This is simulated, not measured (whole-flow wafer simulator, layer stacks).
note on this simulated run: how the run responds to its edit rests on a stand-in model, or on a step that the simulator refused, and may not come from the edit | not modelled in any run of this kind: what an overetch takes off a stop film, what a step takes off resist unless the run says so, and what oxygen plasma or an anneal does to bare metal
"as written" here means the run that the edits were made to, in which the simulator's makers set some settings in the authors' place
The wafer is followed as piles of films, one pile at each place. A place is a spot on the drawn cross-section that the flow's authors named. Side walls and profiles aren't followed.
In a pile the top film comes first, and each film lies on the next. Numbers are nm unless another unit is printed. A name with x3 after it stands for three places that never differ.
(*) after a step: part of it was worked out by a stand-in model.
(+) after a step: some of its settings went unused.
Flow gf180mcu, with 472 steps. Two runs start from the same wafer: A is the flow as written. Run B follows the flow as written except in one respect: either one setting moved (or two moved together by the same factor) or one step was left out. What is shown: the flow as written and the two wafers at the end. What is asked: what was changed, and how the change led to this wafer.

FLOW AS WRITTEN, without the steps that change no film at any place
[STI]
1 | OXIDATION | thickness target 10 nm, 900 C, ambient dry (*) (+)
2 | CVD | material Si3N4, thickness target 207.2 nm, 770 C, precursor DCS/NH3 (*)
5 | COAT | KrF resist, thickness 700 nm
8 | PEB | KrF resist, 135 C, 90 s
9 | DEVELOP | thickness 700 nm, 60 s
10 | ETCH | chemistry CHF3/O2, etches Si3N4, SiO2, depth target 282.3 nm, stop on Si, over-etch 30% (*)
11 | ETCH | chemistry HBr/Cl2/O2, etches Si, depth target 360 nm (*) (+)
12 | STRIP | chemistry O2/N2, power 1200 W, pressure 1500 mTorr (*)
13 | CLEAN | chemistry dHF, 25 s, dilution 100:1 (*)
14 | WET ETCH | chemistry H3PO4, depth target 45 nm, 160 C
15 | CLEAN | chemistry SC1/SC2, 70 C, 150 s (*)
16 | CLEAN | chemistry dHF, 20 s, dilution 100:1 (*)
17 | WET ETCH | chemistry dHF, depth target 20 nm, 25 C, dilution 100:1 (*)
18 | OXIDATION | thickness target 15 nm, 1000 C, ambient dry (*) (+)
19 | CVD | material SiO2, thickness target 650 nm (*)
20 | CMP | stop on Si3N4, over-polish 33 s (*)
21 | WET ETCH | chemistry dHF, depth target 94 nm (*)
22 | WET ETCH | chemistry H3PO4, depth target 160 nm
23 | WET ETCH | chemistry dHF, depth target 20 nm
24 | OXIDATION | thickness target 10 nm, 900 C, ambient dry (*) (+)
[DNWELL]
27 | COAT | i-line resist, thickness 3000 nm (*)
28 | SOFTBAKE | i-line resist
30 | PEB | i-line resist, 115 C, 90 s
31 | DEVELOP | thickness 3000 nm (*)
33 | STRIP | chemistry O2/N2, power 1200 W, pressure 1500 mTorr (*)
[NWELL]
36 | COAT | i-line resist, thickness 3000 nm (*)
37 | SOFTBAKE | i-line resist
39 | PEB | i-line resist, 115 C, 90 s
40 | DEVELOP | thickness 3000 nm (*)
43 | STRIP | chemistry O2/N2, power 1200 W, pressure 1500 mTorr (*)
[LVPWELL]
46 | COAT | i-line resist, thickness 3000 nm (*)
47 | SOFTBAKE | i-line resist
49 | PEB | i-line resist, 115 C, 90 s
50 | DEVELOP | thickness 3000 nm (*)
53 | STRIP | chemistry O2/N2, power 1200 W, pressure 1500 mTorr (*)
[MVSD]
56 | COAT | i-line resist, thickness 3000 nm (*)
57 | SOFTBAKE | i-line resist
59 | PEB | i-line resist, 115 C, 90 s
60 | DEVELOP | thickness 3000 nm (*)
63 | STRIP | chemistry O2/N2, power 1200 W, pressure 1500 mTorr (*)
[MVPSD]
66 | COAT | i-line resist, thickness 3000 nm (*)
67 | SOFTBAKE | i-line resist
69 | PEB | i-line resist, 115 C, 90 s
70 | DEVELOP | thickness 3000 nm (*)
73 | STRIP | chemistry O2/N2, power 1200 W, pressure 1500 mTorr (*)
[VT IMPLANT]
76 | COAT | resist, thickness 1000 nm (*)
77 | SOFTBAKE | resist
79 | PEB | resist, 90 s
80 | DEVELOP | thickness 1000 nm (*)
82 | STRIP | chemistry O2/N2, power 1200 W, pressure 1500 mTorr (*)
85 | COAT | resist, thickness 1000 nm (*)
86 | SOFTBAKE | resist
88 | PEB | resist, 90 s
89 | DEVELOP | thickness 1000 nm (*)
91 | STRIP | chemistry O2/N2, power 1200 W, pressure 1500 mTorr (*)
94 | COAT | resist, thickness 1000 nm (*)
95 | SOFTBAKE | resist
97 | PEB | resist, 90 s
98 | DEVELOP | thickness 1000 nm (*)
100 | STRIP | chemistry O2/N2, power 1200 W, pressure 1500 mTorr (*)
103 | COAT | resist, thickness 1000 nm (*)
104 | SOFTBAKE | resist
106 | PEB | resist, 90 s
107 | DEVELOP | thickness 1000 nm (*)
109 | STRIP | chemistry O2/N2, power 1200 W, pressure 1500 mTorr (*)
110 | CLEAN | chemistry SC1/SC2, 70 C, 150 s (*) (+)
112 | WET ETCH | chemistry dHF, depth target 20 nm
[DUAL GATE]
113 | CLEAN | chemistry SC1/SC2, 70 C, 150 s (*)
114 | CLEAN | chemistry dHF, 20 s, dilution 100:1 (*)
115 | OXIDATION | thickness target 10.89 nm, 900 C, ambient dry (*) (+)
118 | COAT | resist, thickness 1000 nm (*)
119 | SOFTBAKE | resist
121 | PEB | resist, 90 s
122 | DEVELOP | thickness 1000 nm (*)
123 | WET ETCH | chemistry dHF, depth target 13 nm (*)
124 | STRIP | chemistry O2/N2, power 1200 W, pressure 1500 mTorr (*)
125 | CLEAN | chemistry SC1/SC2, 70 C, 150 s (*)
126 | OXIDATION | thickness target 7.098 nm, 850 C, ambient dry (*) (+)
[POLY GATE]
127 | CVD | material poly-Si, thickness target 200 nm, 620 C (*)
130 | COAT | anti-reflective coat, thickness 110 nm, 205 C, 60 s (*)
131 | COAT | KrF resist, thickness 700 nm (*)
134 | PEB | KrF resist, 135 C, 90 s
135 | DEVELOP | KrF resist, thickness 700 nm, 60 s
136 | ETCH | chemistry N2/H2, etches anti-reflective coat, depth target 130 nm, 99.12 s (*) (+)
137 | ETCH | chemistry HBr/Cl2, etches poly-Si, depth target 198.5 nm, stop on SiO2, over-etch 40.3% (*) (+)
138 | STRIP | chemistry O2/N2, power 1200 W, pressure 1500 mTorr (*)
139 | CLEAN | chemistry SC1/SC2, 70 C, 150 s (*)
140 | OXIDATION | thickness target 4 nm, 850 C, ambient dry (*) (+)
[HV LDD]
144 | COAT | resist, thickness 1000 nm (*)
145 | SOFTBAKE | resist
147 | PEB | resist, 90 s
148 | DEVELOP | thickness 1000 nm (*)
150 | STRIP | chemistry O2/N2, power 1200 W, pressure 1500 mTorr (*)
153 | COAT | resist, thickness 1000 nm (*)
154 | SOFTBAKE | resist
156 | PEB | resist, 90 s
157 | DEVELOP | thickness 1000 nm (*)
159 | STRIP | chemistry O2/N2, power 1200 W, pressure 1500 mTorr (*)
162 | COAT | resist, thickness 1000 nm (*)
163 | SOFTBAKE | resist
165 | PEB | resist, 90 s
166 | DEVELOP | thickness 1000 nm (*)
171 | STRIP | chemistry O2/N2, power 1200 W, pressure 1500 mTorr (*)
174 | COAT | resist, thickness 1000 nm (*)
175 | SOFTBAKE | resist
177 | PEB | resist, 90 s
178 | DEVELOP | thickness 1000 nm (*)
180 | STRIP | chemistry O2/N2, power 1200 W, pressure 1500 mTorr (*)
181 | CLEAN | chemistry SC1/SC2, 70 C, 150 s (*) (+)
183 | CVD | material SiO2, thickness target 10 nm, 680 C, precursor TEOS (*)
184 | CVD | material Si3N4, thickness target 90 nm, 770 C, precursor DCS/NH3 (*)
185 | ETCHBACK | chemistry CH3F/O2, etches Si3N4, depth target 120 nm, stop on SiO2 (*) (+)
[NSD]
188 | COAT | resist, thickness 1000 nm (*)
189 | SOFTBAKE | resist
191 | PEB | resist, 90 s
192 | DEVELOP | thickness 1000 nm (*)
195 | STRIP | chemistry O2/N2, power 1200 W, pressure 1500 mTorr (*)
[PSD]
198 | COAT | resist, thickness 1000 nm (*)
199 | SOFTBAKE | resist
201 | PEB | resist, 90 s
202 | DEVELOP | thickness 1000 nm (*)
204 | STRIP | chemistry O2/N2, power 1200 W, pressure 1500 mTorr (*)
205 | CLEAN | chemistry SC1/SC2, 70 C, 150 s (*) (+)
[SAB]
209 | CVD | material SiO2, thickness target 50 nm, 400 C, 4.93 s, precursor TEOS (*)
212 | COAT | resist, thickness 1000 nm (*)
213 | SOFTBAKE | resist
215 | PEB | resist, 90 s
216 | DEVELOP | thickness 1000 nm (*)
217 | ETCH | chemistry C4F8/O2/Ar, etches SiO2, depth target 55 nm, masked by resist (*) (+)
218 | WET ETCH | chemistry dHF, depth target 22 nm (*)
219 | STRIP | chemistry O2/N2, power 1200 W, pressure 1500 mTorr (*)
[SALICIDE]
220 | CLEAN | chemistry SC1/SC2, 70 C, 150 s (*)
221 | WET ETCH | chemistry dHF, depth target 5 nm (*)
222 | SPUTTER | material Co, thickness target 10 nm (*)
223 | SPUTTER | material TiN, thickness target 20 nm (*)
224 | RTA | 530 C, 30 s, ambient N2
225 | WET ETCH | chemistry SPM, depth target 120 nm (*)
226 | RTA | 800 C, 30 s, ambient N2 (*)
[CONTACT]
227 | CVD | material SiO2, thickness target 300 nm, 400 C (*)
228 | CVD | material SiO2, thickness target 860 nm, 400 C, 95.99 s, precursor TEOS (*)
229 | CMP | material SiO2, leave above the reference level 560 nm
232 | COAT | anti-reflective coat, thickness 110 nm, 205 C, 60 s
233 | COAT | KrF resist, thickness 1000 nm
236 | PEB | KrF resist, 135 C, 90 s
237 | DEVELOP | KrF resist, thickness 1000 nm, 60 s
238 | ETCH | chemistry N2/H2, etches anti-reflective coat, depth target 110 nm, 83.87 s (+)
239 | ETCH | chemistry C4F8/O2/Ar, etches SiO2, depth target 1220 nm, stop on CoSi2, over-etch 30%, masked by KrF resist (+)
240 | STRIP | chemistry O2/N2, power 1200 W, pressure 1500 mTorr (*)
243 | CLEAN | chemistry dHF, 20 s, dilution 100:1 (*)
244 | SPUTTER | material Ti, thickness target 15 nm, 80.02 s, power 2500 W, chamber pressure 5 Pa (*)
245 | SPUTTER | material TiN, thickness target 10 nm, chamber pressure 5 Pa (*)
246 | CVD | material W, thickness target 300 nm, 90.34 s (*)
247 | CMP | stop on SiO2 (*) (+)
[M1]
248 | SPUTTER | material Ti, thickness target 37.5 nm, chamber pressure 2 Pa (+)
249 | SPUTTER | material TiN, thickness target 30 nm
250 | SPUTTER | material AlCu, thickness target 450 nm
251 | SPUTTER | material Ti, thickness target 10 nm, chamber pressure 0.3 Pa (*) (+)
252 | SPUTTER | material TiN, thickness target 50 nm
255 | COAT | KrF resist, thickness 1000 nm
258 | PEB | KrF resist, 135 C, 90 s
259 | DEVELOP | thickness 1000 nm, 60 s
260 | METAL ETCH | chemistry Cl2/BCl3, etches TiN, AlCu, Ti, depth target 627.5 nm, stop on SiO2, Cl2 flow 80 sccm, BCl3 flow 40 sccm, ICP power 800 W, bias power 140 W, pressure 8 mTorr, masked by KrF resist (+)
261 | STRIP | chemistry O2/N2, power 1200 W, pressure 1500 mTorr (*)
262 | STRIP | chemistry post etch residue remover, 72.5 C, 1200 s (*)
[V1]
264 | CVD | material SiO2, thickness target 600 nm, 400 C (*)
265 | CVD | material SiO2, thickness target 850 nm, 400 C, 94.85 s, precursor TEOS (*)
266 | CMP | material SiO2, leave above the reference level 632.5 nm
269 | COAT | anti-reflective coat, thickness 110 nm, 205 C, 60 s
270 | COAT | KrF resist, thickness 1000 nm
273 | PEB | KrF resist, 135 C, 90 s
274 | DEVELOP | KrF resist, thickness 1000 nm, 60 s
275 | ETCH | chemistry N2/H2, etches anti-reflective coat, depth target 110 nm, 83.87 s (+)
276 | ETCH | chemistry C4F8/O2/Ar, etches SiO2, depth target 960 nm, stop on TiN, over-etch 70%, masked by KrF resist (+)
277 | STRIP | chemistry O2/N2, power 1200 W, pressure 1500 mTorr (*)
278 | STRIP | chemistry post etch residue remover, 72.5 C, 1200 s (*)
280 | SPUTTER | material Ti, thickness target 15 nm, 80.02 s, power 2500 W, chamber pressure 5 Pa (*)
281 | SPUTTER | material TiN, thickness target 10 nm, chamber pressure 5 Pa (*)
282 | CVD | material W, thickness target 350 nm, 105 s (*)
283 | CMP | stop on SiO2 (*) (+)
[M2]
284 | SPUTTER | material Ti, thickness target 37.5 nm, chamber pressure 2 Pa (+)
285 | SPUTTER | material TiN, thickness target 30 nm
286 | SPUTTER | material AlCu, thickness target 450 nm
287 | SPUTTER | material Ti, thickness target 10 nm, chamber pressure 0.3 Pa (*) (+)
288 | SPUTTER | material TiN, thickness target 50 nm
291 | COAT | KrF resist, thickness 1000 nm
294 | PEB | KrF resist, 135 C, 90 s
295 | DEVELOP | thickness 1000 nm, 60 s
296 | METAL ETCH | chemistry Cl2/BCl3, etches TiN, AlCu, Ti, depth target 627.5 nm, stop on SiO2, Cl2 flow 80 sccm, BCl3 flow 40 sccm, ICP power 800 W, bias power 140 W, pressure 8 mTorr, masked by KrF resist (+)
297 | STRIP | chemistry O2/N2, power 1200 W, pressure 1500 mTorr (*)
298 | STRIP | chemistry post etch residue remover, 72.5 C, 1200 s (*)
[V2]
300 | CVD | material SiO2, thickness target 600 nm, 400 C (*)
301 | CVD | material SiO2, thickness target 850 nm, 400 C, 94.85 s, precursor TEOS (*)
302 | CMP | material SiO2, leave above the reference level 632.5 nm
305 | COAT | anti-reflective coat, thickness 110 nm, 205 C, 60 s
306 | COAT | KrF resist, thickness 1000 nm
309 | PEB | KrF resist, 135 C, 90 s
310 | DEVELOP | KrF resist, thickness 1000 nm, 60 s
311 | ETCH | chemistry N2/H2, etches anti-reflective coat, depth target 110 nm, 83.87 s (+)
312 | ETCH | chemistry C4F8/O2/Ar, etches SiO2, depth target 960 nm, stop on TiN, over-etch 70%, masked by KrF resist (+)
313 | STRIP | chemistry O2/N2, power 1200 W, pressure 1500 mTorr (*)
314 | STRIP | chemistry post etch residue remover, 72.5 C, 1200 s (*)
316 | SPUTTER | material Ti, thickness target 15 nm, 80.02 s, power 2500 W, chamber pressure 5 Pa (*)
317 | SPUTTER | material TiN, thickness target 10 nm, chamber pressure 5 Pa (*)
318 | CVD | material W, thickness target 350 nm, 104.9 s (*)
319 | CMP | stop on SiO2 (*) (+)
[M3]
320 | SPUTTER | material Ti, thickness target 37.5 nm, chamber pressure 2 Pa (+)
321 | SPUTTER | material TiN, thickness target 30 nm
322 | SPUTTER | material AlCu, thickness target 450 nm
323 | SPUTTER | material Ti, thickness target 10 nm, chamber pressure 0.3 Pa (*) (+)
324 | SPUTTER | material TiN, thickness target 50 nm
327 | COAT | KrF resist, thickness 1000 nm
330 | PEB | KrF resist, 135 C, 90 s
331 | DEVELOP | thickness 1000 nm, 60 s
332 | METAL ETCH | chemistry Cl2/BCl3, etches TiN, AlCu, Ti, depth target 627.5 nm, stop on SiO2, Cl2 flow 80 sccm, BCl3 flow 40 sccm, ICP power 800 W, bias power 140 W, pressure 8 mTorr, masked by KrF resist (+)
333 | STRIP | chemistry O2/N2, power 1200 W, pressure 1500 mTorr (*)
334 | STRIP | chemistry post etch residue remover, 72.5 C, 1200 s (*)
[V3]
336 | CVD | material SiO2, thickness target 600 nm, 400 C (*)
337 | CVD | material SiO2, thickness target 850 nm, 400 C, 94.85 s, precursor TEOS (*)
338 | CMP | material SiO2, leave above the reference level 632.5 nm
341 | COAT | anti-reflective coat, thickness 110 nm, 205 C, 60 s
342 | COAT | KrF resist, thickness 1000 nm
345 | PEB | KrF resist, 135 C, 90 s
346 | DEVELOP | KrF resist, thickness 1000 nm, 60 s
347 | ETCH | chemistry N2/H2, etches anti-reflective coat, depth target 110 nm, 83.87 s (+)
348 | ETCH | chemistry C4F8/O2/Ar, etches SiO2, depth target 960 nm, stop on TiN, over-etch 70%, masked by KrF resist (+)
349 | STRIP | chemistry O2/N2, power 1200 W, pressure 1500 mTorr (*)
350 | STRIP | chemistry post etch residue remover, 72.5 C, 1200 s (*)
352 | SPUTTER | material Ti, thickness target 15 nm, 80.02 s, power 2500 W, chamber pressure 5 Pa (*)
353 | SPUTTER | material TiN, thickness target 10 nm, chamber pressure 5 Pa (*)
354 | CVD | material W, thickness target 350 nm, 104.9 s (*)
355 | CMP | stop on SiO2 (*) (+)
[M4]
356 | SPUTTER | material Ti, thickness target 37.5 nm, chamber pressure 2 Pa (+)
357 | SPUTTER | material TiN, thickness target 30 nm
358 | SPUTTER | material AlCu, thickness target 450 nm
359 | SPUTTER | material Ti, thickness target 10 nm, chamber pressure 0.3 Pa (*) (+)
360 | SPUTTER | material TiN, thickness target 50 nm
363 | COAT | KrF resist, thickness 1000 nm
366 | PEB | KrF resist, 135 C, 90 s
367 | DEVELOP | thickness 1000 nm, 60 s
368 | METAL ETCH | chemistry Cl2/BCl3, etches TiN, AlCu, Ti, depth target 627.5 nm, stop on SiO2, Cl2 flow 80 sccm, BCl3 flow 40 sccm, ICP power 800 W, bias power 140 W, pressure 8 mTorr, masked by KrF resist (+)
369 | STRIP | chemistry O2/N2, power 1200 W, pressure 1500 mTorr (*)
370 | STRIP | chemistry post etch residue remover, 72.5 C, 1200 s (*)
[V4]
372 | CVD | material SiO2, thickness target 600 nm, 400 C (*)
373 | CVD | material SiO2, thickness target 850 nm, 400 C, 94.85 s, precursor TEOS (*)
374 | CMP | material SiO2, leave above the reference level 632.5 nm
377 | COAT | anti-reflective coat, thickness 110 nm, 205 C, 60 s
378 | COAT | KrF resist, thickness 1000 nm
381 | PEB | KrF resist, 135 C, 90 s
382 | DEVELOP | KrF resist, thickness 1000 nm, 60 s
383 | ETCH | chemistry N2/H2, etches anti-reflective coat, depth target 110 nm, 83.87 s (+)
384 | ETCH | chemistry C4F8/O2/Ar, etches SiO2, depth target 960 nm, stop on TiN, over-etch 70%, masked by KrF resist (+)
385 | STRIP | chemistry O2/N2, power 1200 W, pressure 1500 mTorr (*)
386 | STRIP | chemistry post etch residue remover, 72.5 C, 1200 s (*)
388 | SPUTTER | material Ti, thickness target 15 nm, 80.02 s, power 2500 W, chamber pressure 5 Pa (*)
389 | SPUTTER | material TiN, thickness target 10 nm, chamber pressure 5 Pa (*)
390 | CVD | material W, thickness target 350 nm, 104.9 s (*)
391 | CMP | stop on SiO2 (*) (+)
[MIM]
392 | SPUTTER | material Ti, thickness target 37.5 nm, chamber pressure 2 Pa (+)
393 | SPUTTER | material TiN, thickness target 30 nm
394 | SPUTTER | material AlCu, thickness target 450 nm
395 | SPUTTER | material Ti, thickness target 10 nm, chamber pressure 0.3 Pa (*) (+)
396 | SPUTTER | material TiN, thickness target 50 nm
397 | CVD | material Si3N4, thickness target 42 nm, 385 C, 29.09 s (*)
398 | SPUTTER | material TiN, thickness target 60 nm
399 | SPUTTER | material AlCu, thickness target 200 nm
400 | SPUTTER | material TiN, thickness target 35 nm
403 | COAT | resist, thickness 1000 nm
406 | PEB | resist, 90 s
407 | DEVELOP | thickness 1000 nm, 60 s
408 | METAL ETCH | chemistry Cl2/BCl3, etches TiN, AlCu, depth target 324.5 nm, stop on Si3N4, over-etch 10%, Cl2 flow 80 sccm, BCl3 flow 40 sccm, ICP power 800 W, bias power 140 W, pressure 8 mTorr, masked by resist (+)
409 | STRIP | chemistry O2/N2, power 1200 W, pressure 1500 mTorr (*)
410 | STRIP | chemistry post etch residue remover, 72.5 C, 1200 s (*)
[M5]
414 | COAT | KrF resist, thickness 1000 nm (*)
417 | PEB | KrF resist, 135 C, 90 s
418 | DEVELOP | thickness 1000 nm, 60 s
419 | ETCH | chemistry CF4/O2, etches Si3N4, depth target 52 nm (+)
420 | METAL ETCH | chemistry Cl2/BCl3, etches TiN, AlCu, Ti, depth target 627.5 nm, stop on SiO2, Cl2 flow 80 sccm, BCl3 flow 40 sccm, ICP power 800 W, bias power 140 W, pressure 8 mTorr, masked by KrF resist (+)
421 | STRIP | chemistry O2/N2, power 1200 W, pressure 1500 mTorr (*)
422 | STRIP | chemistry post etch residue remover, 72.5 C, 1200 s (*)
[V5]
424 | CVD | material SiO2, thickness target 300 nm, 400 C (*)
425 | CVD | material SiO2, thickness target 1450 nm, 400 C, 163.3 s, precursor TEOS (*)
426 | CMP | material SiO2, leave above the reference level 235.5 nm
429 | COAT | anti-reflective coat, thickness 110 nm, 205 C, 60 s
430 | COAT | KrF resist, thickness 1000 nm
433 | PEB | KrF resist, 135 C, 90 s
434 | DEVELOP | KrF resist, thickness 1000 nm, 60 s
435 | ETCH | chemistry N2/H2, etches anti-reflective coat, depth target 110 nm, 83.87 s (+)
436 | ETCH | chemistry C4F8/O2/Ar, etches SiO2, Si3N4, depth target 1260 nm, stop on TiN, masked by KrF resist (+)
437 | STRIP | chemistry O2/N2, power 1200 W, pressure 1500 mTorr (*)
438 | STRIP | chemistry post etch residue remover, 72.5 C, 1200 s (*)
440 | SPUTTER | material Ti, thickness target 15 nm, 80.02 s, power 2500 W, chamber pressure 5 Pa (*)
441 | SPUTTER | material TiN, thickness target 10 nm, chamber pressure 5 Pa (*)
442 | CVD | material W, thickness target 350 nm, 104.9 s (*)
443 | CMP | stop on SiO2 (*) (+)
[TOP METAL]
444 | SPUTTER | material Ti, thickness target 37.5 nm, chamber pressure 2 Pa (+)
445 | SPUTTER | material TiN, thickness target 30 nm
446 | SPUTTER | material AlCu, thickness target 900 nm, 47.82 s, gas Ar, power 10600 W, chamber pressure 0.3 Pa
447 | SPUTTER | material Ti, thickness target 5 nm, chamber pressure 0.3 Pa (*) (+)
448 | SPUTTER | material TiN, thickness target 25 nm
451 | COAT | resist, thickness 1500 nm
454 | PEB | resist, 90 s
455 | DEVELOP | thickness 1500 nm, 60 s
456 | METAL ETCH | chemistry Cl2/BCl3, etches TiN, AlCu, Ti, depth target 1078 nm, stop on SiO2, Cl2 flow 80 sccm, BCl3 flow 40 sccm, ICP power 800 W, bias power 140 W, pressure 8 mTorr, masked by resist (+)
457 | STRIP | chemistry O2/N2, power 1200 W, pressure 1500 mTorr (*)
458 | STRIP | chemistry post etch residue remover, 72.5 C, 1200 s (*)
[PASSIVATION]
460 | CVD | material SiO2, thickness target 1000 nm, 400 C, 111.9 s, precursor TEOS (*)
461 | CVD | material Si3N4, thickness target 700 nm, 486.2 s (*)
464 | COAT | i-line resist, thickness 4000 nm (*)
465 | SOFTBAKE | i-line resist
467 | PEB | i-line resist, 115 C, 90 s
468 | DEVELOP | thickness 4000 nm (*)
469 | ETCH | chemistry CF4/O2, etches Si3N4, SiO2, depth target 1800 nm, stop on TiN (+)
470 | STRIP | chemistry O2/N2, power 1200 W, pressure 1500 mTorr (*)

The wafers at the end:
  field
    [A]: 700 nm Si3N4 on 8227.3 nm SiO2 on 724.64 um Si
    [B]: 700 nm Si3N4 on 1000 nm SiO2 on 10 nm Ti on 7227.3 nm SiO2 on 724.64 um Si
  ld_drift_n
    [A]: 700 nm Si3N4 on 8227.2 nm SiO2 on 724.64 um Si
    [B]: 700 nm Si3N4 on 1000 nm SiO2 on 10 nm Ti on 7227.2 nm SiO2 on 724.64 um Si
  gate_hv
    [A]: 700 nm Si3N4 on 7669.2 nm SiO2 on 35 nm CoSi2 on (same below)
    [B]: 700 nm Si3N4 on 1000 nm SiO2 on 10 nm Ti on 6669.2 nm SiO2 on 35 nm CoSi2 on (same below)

What caused this: step 446, SPUTTER: thickness target 990 nm was run, whereas the flow has thickness target 900 nm.

Step by step, how the change led to this:
  446 | SPUTTER | material AlCu, thickness target 900 nm, 47.82 s, gas Ar, power 10600 W, chamber pressure 0.3 Pa
      field, field__w1, field__w2 and 109 more: A AlCu gains 900 (new film) | B AlCu gains 990 (new film)
  456 | METAL ETCH | chemistry Cl2/BCl3, etches TiN, AlCu, Ti, depth target 1078 nm, stop on SiO2, Cl2 flow 80 sccm, BCl3 flow 40 sccm, ICP power 800 W, bias power 140 W, pressure 8 mTorr, masked by resist (+)
      field, field__w1, field__w2 and 103 more: A TiN loses 25 (all of it), Ti loses 5 (all of it), AlCu loses 900 (all of it), TiN loses 30 (all of it), Ti loses 37.5 (all of it) | B TiN loses 25 (all of it), Ti loses 5 (all of it), AlCu loses 990 (all of it), TiN loses 30 (all of it), Ti loses 27.5
  460 | CVD | material SiO2, thickness target 1000 nm, 400 C, 111.9 s, precursor TEOS (*)
      field, field__w1, field__w2 and 103 more: A SiO2 gains 1000 | B SiO2 gains 1000 (new film)
  464 | COAT | i-line resist, thickness 4000 nm (*)
      field__w8: A i-line resist gains 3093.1 (new film) | B i-line resist gains 3022.9 (new film)
      contact: A i-line resist gains 3153.6 (new film) | B i-line resist gains 3063.6 (new film)
      (and at 4 other places as well)
  465 | SOFTBAKE | i-line resist
      field__w5, field__w9: A i-line resist gains 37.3 | B i-line resist gains 33.9
      field__w11, field__w13: A i-line resist gains 37.9 | B i-line resist gains 35.2
      (and at 59 other places as well)
  467 | PEB | i-line resist, 115 C, 90 s
      field__w8, m1__w1: A i-line resist loses 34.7 | B i-line resist loses 33.4
      contact, m1: A i-line resist loses 35.1 | B i-line resist loses 33.7
      (and at 2 other places as well)
  468 | DEVELOP | thickness 4000 nm (*)
      pad: A i-line resist loses 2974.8 (all of it) | B i-line resist loses 2895.5 (all of it)
  470 | STRIP | chemistry O2/N2, power 1200 W, pressure 1500 mTorr (*)
      field__w8, m1__w1: A i-line resist loses 1787.7 (all of it) | B i-line resist loses 1710.6 (all of it)
      contact: A i-line resist loses 1811.2 (all of it) | B i-line resist loses 1727.3 (all of it)
      (and at 2 other places as well)
With metal films that touch counted as one body, field has 1 body; the flow as written gives 0 bodies.
With metal films that touch counted as one body, ld_drift_n has 1 body; the flow as written gives 0 bodies.
With metal films that touch counted as one body, gate_hv has 2 bodies (between them, from the top down: SiO2 6669.2); the flow as written gives 1 body.
